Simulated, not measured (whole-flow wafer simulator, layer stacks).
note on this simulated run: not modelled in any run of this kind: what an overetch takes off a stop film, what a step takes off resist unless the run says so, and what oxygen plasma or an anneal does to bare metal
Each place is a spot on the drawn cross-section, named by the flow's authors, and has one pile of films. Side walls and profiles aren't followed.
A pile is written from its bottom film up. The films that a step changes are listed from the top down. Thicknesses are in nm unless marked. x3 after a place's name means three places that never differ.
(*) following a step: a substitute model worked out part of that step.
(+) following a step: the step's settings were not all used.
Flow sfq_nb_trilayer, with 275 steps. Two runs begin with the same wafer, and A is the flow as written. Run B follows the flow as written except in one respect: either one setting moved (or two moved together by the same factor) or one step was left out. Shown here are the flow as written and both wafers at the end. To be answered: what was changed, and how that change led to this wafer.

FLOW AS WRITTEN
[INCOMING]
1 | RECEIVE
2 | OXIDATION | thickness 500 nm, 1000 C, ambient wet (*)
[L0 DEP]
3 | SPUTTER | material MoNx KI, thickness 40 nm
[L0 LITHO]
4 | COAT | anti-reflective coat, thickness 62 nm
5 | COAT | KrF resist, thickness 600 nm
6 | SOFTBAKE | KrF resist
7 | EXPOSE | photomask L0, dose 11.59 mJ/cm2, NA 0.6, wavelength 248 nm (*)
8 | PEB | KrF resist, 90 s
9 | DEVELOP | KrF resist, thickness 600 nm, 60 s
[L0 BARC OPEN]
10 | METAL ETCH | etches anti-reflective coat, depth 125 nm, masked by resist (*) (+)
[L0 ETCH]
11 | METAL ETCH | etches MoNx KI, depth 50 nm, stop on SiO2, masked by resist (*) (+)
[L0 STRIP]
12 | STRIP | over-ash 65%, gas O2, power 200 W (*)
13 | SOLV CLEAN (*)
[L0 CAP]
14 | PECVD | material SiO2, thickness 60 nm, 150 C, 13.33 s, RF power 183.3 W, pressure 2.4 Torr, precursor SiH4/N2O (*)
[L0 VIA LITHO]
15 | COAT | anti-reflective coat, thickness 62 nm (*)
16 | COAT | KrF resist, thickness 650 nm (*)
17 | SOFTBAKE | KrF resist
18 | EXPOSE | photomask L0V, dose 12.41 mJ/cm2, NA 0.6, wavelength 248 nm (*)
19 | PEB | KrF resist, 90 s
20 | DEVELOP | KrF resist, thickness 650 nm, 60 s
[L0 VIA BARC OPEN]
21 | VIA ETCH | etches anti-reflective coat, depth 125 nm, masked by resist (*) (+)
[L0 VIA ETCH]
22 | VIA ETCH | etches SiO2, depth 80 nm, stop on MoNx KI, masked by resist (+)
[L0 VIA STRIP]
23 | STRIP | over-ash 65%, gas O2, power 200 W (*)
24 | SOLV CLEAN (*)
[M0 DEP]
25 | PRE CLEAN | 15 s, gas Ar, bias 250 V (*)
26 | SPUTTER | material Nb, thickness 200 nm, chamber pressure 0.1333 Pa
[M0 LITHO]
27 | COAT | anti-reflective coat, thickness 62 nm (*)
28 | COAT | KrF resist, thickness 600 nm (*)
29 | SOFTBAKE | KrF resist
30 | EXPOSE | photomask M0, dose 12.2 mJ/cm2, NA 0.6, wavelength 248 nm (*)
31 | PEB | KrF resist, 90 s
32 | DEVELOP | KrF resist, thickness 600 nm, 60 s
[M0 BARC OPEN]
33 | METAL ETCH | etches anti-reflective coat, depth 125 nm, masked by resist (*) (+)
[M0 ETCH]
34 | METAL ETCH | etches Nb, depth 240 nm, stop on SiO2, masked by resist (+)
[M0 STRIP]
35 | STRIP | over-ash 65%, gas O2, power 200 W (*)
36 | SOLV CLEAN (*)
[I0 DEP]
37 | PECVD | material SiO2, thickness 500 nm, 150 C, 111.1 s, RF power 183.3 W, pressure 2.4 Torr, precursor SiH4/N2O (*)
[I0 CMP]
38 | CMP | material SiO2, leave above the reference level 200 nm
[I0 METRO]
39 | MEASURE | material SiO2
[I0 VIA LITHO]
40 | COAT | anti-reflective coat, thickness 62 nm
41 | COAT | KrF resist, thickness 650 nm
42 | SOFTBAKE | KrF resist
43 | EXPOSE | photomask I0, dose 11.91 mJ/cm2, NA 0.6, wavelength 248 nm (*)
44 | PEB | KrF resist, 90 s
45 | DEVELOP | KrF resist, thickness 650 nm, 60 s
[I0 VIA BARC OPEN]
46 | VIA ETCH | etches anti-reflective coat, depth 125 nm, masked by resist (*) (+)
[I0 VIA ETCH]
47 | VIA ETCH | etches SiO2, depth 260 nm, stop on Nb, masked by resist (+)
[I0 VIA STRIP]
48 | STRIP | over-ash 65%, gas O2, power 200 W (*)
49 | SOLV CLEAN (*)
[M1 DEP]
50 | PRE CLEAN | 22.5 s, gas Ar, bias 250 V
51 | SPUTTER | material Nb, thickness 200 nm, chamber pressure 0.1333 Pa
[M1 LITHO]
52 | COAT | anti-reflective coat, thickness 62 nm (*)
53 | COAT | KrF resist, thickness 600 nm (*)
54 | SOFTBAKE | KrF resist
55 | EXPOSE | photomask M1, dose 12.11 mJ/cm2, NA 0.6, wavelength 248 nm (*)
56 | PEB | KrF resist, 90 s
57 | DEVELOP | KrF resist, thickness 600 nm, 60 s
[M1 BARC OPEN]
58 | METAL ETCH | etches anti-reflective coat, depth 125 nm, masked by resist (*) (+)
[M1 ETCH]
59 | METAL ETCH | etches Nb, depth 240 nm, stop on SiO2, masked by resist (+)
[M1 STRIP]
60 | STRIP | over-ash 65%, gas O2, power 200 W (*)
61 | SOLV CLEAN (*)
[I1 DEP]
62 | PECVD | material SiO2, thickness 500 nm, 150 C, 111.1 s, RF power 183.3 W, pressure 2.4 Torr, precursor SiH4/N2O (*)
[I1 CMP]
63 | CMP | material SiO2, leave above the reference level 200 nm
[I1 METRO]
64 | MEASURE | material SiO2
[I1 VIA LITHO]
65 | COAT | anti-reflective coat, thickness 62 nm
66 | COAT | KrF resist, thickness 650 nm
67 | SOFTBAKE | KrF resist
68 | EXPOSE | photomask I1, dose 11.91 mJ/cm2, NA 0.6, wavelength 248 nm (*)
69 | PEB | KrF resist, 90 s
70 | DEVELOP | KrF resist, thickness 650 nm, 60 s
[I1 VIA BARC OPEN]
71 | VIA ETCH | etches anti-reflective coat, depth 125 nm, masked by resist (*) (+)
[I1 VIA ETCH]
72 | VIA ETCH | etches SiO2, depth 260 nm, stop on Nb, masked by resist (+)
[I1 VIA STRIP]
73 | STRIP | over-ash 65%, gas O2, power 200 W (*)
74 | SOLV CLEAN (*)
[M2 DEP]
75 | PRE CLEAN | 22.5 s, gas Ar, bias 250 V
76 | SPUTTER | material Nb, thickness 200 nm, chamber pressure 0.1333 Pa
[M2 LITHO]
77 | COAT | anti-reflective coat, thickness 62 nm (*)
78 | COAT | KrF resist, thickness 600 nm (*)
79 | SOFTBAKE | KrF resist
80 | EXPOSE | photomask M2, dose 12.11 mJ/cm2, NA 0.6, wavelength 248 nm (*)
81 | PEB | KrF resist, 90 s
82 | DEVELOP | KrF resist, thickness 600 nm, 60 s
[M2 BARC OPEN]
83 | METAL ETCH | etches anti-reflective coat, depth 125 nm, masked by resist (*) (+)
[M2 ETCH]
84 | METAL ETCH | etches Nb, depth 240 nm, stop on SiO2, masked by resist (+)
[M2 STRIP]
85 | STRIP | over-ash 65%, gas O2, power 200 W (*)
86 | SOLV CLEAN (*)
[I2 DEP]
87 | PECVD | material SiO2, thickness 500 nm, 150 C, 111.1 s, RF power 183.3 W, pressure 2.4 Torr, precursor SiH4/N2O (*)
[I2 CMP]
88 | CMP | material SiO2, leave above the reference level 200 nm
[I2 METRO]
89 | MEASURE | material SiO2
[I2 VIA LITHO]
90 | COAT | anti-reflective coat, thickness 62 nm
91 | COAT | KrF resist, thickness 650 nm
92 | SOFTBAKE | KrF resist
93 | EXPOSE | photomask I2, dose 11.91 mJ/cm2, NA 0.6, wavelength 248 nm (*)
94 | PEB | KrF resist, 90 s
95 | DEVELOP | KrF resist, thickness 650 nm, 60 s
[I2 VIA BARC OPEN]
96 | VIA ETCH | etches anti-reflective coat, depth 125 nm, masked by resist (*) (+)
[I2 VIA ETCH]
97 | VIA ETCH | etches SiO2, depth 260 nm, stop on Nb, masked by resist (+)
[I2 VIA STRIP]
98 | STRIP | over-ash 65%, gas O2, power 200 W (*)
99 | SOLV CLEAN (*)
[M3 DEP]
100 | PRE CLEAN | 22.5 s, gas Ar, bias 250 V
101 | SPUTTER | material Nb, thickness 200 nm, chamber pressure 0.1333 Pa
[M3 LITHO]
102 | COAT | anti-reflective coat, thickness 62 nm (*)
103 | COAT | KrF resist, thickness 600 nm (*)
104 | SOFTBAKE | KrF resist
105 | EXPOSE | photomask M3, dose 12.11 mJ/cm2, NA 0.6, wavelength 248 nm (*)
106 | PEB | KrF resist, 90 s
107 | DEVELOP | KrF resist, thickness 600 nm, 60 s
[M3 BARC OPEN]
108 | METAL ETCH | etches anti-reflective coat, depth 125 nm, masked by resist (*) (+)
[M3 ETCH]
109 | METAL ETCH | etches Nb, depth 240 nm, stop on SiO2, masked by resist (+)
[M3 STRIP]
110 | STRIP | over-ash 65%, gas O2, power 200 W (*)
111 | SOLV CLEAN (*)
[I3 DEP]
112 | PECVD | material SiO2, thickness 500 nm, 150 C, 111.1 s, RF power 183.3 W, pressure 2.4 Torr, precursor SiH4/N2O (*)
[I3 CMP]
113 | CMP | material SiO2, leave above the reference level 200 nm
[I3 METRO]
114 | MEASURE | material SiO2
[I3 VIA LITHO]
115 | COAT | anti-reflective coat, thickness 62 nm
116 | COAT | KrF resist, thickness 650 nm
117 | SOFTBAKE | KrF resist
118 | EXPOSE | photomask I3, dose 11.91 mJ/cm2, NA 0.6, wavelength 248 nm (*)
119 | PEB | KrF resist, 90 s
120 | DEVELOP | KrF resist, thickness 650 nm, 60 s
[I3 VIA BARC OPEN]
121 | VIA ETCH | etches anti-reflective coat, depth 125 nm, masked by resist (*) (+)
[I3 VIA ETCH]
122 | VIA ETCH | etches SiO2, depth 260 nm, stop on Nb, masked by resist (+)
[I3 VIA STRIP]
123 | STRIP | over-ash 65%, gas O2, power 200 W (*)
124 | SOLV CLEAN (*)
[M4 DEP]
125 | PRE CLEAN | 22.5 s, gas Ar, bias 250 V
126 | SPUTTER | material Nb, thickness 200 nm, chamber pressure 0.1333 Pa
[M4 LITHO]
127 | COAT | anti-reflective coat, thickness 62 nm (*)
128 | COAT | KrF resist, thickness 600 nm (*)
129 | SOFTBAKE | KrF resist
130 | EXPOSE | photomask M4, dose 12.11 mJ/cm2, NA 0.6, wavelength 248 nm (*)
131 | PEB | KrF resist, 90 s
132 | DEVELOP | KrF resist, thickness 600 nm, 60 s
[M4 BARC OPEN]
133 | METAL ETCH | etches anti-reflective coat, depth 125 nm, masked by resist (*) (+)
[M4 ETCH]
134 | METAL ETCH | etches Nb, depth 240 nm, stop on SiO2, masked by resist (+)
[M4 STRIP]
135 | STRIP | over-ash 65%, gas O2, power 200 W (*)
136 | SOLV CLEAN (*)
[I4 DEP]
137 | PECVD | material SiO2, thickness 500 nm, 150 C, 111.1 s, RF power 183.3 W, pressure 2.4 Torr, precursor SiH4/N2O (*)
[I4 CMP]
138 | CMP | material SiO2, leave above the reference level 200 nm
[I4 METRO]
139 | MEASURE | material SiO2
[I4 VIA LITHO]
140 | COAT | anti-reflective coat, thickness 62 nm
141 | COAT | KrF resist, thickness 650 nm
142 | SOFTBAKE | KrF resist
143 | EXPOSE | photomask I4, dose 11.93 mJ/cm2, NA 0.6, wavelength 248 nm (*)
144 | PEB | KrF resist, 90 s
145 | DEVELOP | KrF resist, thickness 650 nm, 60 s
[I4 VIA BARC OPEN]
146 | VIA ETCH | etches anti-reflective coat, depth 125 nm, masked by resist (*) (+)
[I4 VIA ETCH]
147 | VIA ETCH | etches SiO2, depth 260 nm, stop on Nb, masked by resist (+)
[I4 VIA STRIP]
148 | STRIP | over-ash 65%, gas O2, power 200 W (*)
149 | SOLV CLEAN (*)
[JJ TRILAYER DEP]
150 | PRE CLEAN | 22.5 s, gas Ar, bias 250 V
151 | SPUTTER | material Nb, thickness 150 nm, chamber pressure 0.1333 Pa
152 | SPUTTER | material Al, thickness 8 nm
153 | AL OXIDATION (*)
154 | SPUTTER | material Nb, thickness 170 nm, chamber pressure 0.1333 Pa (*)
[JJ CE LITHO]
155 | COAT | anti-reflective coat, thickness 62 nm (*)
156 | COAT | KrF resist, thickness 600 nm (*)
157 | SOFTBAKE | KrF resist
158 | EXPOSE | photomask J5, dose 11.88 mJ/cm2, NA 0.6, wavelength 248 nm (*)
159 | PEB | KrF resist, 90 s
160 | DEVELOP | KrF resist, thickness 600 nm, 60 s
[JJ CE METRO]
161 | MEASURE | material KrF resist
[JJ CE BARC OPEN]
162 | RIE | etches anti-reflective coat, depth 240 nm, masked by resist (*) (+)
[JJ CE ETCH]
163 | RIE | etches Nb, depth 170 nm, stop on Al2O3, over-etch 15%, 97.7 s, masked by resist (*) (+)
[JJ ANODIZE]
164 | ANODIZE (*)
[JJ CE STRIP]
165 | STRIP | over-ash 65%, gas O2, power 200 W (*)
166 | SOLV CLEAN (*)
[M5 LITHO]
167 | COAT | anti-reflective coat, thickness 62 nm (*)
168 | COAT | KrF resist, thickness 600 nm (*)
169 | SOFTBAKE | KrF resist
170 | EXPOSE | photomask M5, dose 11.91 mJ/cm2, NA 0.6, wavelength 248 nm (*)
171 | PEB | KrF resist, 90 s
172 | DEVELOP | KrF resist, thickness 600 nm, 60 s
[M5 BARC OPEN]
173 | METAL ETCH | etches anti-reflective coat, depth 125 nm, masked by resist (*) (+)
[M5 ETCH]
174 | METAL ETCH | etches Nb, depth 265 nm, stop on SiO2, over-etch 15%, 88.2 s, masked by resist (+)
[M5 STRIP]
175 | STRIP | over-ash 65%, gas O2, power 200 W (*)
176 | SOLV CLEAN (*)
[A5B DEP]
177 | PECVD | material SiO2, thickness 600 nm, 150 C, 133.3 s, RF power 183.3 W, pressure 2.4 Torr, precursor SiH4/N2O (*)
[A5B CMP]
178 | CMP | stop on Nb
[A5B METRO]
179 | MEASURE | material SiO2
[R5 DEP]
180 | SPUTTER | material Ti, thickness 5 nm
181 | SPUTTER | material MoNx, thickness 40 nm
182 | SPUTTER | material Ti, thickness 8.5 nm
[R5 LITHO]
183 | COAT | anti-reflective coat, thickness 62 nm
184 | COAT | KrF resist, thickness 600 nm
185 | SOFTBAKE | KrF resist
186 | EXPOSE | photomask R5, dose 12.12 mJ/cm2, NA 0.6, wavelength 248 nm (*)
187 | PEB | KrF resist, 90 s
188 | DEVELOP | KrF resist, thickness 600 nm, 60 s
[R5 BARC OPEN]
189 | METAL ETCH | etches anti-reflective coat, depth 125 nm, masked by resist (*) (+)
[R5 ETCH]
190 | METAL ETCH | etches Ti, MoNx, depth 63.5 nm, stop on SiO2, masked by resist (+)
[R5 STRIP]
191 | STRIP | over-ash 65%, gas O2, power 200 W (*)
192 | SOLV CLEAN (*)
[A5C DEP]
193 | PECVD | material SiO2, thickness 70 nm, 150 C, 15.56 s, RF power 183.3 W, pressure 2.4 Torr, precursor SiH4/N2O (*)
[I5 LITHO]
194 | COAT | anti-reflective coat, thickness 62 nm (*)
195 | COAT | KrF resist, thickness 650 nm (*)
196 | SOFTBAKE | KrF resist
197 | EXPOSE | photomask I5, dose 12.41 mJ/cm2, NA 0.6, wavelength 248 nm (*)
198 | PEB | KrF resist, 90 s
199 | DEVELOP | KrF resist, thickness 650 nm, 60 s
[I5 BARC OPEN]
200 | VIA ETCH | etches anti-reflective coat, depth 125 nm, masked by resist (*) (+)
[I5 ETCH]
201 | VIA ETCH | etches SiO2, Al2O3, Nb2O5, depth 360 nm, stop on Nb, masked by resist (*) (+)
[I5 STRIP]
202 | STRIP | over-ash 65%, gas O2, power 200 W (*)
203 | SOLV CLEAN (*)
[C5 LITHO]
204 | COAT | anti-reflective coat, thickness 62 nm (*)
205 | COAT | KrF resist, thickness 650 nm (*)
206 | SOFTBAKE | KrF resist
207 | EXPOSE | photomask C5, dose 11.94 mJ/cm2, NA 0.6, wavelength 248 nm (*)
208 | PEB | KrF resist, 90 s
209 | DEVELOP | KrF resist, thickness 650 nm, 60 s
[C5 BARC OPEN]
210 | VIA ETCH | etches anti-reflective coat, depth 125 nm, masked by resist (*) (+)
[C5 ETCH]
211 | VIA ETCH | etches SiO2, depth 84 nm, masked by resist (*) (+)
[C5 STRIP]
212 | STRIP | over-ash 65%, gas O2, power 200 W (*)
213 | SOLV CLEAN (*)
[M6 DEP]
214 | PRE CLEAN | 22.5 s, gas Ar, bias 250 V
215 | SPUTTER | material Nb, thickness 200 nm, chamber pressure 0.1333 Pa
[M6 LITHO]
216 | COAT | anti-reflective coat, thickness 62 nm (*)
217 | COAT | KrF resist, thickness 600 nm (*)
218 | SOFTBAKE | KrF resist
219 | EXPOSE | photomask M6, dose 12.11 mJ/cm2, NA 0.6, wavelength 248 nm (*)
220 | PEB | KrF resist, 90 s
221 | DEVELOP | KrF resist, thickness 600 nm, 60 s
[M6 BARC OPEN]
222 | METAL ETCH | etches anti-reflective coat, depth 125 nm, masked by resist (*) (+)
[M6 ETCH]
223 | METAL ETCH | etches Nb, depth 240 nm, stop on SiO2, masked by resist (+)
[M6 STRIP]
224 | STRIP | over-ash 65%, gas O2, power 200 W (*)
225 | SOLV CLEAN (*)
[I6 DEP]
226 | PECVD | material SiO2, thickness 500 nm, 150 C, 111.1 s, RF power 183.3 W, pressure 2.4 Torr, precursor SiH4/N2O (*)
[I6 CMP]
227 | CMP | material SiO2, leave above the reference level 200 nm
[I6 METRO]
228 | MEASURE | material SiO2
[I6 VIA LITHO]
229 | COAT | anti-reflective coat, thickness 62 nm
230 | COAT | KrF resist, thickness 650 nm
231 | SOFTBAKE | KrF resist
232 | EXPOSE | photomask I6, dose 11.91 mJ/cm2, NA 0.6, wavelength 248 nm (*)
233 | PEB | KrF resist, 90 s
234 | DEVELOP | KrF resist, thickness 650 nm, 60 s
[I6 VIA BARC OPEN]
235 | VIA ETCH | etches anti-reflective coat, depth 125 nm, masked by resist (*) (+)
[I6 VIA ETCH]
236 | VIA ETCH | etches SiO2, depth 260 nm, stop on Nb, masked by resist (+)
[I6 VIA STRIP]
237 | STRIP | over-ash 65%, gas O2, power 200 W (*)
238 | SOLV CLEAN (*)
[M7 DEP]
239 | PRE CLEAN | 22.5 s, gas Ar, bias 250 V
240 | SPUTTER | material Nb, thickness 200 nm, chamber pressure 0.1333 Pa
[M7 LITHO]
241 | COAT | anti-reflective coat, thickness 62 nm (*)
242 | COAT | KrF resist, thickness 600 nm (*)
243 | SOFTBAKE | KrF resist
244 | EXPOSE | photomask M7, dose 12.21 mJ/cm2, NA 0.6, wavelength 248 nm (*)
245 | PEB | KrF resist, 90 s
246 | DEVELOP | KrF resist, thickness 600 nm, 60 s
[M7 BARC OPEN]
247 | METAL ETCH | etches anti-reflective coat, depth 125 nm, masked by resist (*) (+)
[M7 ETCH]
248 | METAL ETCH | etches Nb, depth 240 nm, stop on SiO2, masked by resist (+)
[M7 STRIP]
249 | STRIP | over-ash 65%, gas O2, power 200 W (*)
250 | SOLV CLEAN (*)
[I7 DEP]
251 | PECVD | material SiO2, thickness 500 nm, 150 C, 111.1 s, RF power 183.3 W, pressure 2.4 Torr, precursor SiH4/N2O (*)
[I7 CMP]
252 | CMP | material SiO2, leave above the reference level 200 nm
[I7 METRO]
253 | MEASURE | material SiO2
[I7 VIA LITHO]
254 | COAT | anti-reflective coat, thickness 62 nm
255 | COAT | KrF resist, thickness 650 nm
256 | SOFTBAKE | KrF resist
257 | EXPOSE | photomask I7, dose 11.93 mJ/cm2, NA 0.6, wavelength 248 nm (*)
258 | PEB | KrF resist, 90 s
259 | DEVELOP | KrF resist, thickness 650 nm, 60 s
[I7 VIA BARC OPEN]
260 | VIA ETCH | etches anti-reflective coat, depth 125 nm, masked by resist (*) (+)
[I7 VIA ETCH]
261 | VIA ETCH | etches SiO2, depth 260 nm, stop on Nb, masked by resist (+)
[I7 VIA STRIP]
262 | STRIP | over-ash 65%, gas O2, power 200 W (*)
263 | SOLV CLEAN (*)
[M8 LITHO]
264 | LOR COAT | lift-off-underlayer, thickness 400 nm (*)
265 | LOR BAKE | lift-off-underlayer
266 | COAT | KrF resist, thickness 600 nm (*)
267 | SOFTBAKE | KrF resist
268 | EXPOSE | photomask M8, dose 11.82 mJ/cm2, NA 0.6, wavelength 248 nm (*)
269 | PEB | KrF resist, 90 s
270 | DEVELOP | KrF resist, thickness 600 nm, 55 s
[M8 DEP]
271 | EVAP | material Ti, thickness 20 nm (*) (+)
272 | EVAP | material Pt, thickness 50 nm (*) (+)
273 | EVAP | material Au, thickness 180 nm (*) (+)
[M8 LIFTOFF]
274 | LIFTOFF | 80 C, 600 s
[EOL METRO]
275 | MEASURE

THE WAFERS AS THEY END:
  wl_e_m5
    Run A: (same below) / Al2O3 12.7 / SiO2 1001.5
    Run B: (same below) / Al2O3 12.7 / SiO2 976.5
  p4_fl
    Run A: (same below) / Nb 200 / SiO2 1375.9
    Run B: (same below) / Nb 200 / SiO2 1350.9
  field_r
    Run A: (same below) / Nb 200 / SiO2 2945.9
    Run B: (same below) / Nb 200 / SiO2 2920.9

What caused this: step 227, CMP: leave above the reference level 175 nm was run, while the flow as written has leave above the reference level 200 nm.

The path from the change to this, step by step:
  227 | CMP | material SiO2, leave above the reference level 200 nm
      field_l, p4_fl, p4_fm and 59 more: A SiO2 loses 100 | B SiO2 loses 125
      v_sur, via_wl, via_w and 15 more: A SiO2 loses 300 | B SiO2 loses 325
      (and at 26 other places as well)
  236 | VIA ETCH | etches SiO2, depth 260 nm, stop on Nb, masked by resist (+)
      via_v: A SiO2 loses 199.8 (all of it) | B SiO2 loses 174.8 (all of it)
  240 | SPUTTER | material Nb, thickness 200 nm, chamber pressure 0.1333 Pa
      via_v: A Nb gains 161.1 | B Nb gains 167.1
  241 | COAT | anti-reflective coat, thickness 62 nm (*)
      via_v: A anti-reflective coat gains 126 (new film) | B anti-reflective coat gains 120.5 (new film)
  242 | COAT | KrF resist, thickness 600 nm (*)
      via_v: A KrF resist gains 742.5 (new film) | B KrF resist gains 721.2 (new film)
  249 | STRIP | over-ash 65%, gas O2, power 200 W (*)
      via_v: A KrF resist loses 524.5 (all of it), anti-reflective coat loses 126 (all of it) | B KrF resist loses 503.3 (all of it), anti-reflective coat loses 120.5 (all of it)
  251 | PECVD | material SiO2, thickness 500 nm, 150 C, 111.1 s, RF power 183.3 W, pressure 2.4 Torr, precursor SiH4/N2O (*)
      via_v: A SiO2 gains 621 (new film) | B SiO2 gains 589.9 (new film)
